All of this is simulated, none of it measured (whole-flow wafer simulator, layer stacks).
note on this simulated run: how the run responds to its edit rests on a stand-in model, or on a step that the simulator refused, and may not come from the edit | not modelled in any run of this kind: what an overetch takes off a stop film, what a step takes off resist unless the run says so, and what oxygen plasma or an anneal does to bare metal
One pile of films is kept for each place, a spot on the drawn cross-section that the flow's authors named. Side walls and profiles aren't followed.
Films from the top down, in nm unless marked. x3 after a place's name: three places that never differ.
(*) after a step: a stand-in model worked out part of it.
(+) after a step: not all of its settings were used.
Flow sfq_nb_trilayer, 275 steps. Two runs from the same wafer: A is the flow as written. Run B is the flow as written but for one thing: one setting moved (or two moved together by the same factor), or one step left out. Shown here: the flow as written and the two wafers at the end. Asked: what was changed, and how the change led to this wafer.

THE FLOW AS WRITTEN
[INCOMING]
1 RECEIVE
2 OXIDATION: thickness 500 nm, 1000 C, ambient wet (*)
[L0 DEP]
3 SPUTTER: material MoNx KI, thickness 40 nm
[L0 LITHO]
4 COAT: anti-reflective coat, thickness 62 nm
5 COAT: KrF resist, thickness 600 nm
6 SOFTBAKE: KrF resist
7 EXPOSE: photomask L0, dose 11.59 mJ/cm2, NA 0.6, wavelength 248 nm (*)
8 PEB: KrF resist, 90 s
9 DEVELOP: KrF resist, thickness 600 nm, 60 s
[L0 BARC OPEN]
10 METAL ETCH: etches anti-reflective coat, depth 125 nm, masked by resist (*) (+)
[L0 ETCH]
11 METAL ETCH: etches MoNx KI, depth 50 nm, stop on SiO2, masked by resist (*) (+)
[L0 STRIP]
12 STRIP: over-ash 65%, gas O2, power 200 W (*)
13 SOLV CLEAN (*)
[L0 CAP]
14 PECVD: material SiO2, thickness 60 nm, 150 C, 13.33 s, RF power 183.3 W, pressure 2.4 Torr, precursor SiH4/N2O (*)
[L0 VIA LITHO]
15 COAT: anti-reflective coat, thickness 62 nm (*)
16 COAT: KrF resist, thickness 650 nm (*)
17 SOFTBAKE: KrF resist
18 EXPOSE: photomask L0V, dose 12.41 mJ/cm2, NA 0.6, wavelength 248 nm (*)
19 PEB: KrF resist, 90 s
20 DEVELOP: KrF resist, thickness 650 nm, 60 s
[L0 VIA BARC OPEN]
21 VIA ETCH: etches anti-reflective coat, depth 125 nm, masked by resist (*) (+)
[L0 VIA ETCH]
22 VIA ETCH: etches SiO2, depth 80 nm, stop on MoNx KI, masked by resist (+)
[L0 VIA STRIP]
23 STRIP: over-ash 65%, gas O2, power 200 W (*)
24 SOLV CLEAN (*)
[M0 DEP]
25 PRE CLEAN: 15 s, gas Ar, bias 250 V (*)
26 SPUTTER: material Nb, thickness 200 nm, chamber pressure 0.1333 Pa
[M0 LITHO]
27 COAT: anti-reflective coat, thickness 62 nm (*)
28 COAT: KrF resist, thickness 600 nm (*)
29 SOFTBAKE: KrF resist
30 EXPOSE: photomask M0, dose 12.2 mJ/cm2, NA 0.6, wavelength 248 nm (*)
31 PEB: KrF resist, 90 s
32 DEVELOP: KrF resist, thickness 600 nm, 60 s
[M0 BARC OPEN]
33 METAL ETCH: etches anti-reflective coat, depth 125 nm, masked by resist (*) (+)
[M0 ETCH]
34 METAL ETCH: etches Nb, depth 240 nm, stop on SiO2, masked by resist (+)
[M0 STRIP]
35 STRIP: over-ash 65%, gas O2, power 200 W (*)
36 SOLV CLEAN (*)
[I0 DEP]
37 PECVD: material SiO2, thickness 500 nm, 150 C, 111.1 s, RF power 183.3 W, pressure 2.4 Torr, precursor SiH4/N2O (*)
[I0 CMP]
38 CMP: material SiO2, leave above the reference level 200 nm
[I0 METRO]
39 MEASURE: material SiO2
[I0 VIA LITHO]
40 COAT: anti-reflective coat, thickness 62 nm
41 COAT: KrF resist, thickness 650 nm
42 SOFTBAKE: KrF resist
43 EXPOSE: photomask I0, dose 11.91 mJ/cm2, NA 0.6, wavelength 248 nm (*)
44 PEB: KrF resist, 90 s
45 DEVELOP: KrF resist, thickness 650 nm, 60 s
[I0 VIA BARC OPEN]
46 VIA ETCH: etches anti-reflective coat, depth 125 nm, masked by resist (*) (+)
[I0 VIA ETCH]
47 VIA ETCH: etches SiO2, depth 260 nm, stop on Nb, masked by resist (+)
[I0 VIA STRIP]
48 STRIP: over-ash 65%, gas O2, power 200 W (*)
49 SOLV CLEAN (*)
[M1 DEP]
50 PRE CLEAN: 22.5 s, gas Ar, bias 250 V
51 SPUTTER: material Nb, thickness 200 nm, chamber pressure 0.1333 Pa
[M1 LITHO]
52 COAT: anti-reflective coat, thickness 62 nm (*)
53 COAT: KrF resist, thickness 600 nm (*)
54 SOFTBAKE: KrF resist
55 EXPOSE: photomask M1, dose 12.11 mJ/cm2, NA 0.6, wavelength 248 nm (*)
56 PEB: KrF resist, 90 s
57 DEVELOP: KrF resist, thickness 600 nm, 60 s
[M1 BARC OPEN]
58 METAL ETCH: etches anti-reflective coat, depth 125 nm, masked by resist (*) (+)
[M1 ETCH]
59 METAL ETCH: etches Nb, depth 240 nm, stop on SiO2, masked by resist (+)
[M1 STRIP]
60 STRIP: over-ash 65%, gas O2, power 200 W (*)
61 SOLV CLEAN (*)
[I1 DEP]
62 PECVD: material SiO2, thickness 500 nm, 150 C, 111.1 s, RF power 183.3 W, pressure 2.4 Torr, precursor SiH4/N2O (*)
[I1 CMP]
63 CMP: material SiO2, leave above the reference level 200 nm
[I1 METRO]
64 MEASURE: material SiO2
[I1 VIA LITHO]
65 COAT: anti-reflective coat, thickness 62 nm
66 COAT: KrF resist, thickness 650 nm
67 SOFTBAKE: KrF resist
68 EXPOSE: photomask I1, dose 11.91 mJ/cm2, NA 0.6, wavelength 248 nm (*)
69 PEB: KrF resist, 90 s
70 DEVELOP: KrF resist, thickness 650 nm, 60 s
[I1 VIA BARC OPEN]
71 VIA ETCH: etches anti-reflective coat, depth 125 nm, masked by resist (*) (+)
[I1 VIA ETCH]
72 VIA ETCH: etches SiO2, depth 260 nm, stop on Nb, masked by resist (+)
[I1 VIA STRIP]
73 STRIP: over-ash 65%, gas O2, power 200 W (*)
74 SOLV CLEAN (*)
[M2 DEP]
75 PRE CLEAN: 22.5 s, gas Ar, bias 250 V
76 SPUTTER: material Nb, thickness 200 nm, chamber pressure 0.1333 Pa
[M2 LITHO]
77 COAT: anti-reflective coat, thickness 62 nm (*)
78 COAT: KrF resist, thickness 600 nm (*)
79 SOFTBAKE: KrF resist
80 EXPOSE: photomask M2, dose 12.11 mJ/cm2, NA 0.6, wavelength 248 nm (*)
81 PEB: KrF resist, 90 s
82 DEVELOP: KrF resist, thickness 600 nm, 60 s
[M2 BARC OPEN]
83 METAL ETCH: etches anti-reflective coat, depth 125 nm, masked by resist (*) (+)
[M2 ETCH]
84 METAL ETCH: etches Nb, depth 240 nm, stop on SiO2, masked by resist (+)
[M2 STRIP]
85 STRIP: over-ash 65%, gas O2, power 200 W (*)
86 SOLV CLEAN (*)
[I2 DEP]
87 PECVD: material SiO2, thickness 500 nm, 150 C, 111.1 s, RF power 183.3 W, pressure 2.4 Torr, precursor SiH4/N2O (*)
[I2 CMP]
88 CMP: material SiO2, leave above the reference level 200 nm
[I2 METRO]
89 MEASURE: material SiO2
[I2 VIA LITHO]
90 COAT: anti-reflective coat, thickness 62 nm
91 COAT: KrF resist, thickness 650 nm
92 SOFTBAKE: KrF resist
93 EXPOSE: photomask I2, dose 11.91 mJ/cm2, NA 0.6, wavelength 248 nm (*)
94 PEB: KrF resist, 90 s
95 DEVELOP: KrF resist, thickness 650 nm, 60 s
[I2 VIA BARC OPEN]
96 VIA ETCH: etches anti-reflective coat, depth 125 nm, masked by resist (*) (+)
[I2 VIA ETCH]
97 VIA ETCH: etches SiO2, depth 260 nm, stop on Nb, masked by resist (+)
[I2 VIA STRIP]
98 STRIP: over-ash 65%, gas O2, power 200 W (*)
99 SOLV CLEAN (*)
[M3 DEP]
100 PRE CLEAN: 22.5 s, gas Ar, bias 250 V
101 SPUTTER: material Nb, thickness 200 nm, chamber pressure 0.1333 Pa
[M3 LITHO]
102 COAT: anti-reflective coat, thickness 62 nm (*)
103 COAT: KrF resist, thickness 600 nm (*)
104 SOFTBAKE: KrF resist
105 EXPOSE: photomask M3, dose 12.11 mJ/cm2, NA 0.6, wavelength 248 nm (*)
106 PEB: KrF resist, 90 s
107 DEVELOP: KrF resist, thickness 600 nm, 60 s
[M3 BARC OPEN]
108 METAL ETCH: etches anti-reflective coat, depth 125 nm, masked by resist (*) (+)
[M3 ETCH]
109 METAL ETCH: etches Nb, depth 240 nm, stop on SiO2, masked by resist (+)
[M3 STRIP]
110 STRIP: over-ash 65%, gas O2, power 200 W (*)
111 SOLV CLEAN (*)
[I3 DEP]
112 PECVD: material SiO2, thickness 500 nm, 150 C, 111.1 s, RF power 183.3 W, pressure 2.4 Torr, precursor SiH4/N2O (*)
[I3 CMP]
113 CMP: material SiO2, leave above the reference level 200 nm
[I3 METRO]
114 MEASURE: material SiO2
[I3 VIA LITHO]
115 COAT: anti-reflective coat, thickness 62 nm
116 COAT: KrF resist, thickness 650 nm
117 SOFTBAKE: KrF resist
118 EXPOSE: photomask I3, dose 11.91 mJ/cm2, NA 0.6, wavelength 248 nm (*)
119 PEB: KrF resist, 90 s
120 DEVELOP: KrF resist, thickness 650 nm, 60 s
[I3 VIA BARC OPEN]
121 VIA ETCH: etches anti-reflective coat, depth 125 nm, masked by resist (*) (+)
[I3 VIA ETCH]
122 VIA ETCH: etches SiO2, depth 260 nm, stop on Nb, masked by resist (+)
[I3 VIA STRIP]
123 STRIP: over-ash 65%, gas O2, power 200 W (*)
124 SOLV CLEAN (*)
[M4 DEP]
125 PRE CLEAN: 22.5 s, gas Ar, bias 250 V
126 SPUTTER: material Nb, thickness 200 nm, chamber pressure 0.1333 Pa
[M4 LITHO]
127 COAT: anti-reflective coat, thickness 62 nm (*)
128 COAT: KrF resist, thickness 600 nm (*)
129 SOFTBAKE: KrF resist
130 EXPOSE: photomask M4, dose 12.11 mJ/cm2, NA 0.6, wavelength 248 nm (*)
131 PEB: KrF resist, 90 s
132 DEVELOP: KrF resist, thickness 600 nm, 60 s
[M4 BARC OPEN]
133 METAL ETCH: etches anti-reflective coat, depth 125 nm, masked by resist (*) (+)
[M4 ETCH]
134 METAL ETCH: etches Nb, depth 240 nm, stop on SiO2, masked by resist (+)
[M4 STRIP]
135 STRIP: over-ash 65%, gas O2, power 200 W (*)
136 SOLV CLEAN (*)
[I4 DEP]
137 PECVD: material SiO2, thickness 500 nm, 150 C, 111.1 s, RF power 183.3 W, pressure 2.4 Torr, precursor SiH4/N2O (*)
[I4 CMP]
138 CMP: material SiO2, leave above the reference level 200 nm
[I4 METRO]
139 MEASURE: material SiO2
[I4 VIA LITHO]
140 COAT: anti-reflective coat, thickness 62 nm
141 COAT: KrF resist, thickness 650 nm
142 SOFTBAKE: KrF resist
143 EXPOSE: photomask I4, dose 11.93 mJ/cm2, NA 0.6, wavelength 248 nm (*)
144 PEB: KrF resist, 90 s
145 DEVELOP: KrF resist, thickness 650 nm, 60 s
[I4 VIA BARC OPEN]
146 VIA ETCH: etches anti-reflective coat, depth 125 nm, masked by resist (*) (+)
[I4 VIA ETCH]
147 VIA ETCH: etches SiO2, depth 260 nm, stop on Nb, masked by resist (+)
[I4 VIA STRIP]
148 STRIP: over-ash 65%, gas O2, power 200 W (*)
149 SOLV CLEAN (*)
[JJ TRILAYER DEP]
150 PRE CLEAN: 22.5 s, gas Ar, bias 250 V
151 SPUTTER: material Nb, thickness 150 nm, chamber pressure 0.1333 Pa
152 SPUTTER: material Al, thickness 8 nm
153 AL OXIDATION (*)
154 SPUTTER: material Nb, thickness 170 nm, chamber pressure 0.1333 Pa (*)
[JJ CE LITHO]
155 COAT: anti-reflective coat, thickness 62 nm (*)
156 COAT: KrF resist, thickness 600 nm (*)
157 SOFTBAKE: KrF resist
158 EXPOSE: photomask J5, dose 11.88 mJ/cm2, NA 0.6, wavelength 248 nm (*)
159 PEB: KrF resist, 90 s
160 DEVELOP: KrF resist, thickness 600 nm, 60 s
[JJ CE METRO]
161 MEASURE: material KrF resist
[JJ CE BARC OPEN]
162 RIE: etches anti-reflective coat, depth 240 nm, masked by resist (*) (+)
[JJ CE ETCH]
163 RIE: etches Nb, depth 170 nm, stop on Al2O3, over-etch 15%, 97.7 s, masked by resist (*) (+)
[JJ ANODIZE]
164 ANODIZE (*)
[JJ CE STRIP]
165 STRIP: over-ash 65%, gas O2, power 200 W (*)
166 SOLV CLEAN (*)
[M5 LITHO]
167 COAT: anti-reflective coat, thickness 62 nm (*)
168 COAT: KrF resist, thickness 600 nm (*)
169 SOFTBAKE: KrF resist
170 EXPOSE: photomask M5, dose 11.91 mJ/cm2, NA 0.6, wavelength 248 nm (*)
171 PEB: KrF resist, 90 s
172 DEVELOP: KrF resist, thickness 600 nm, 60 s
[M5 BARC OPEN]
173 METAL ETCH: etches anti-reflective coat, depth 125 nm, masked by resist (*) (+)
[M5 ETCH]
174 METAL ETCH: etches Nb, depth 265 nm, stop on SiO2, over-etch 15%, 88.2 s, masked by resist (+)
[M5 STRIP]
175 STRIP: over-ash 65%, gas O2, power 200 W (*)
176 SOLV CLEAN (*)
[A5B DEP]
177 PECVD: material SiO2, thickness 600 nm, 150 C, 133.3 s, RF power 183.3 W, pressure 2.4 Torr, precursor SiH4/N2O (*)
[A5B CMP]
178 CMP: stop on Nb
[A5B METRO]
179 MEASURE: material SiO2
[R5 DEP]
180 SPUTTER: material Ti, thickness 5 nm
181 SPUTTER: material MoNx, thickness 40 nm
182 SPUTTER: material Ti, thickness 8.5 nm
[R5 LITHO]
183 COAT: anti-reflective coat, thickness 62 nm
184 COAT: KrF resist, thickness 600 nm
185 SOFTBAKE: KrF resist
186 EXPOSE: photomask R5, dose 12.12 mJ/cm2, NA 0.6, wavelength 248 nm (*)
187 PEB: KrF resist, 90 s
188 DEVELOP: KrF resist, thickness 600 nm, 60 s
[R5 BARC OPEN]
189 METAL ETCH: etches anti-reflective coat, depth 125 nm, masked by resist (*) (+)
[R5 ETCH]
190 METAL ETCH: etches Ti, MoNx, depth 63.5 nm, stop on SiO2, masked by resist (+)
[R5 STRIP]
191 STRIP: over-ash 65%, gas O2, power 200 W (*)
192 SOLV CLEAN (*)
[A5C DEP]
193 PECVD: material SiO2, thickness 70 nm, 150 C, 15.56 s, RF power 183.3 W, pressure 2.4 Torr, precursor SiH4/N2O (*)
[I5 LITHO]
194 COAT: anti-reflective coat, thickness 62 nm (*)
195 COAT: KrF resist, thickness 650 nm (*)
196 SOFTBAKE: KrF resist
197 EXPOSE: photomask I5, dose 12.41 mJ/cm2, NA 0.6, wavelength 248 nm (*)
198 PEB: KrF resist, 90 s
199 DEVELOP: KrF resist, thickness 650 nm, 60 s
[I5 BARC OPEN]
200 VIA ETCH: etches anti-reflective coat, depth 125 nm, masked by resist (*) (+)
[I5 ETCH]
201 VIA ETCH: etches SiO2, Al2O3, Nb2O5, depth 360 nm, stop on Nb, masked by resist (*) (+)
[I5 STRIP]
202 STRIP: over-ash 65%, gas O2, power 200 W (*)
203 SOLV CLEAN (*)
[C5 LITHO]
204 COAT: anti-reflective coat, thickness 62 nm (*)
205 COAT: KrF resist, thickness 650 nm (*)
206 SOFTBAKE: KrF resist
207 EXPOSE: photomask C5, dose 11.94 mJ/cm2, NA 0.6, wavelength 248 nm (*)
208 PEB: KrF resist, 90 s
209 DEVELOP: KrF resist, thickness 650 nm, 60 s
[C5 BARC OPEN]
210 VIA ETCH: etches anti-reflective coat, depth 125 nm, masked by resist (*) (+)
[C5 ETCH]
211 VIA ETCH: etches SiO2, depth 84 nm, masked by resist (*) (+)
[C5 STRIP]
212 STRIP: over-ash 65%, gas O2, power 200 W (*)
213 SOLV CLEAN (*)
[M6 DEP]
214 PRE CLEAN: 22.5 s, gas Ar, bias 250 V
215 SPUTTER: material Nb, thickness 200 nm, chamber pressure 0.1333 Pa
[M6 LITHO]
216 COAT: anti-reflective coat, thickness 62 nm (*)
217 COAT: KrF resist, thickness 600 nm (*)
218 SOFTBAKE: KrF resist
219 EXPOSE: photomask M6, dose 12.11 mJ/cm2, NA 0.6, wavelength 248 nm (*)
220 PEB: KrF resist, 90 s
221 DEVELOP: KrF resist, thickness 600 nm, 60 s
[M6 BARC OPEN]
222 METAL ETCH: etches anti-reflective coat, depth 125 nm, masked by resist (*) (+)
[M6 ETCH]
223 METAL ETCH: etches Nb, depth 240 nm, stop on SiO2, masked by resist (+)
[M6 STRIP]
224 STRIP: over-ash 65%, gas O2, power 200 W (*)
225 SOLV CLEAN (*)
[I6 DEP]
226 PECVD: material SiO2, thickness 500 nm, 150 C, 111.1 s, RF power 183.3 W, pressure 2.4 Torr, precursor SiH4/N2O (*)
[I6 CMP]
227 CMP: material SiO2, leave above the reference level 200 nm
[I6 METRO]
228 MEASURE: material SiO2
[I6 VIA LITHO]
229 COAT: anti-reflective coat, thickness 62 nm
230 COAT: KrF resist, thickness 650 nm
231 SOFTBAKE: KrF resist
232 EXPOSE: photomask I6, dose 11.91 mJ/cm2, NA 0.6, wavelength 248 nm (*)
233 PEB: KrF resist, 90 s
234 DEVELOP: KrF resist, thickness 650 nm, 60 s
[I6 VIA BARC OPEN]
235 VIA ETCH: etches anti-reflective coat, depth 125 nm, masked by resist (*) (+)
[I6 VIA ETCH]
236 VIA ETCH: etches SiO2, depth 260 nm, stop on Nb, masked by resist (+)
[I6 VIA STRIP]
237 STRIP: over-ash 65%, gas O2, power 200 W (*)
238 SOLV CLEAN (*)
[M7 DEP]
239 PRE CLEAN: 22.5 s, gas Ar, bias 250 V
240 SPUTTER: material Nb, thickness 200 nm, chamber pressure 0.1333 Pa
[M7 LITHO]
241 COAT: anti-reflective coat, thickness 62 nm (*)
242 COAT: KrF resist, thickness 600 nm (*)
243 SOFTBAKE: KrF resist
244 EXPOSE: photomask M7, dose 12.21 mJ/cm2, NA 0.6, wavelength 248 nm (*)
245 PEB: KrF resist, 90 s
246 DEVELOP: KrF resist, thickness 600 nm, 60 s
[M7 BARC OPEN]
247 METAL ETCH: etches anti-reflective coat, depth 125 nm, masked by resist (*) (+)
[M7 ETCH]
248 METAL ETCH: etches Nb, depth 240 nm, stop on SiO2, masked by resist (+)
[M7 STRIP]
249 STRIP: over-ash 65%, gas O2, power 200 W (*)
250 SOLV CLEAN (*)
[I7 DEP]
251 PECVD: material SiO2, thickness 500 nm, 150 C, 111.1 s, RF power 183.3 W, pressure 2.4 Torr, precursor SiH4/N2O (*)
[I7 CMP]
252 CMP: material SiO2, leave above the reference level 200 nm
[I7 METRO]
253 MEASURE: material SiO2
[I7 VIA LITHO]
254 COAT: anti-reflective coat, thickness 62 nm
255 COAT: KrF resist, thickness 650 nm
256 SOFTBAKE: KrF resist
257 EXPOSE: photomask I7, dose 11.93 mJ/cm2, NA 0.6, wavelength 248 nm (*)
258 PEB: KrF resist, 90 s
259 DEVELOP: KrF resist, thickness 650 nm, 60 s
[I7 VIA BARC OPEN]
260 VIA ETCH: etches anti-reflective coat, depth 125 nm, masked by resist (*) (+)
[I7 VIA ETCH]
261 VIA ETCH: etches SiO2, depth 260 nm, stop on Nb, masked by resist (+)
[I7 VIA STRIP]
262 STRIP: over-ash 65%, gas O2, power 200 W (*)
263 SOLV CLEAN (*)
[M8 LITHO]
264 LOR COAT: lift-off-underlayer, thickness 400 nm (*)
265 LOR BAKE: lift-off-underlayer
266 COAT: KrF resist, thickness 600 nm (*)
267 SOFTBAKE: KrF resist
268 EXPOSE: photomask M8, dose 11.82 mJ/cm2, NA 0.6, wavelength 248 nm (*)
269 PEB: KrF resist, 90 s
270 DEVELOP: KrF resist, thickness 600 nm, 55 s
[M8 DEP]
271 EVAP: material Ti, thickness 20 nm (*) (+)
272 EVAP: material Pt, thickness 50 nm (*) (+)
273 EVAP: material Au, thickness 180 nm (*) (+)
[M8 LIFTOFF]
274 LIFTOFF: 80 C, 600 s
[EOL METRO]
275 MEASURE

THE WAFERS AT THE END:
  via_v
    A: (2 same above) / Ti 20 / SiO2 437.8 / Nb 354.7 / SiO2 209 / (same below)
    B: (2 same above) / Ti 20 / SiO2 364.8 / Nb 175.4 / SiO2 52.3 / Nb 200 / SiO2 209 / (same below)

The cause: step 236, VIA ETCH: depth 140 nm was run, where the flow has depth 260 nm.

How the change led to this, step by step:
  236 VIA ETCH: etches SiO2, depth 260 nm, stop on Nb, masked by resist (+)
      via_v: A SiO2 -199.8 (all of it) | B SiO2 -140
      field_l, v_sur, via_wl and 102 more: A KrF resist -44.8 | B KrF resist -24.1
  237 STRIP: over-ash 65%, gas O2, power 200 W (*)
      field_l, v_sur, via_wl and 102 more: A KrF resist -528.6 (all of it), anti-reflective coat -62 (all of it) | B KrF resist -549.3 (all of it), anti-reflective coat -62 (all of it)
  239 PRE CLEAN: 22.5 s, gas Ar, bias 250 V
      via_v: A Nb -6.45 | B SiO2 -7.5
  240 SPUTTER: material Nb, thickness 200 nm, chamber pressure 0.1333 Pa
      via_v: A Nb +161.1 | B Nb +175.4 (new film)
  241 COAT: anti-reflective coat, thickness 62 nm (*)
      via_v: A anti-reflective coat +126 (new film) | B anti-reflective coat +111.8 (new film)
      wire: A anti-reflective coat +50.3 (new film) | B anti-reflective coat +51.4 (new film)
  242 COAT: KrF resist, thickness 600 nm (*)
      via_v: A KrF resist +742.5 (new film) | B KrF resist +693.3 (new film)
  249 STRIP: over-ash 65%, gas O2, power 200 W (*)
      via_v: A KrF resist -524.5 (all of it), anti-reflective coat -126 (all of it) | B KrF resist -475.5 (all of it), anti-reflective coat -111.8 (all of it)
      wire: A KrF resist -374.1 (all of it), anti-reflective coat -50.3 (all of it) | B KrF resist -378.8 (all of it), anti-reflective coat -51.4 (all of it)
  251 PECVD: material SiO2, thickness 500 nm, 150 C, 111.1 s, RF power 183.3 W, pressure 2.4 Torr, precursor SiH4/N2O (*)
      via_v: A SiO2 +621 (new film) | B SiO2 +521.8 (new film)
  252 CMP: material SiO2, leave above the reference level 200 nm
      via_v: A SiO2 -183.1 | B SiO2 -157.1
Counting metal films that touch as one body, via_v has 7 bodies (between them, from the top down: SiO2 364.8; SiO2 52.3; SiO2 209 / Al2O3 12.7 / Nb2O5 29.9; SiO2 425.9; SiO2 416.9; SiO2 192.5); the flow as written gives 6 bodies (between them, from the top down: SiO2 437.8; SiO2 209 / Al2O3 12.7 / Nb2O5 29.9; SiO2 425.9; SiO2 416.9; SiO2 192.5).
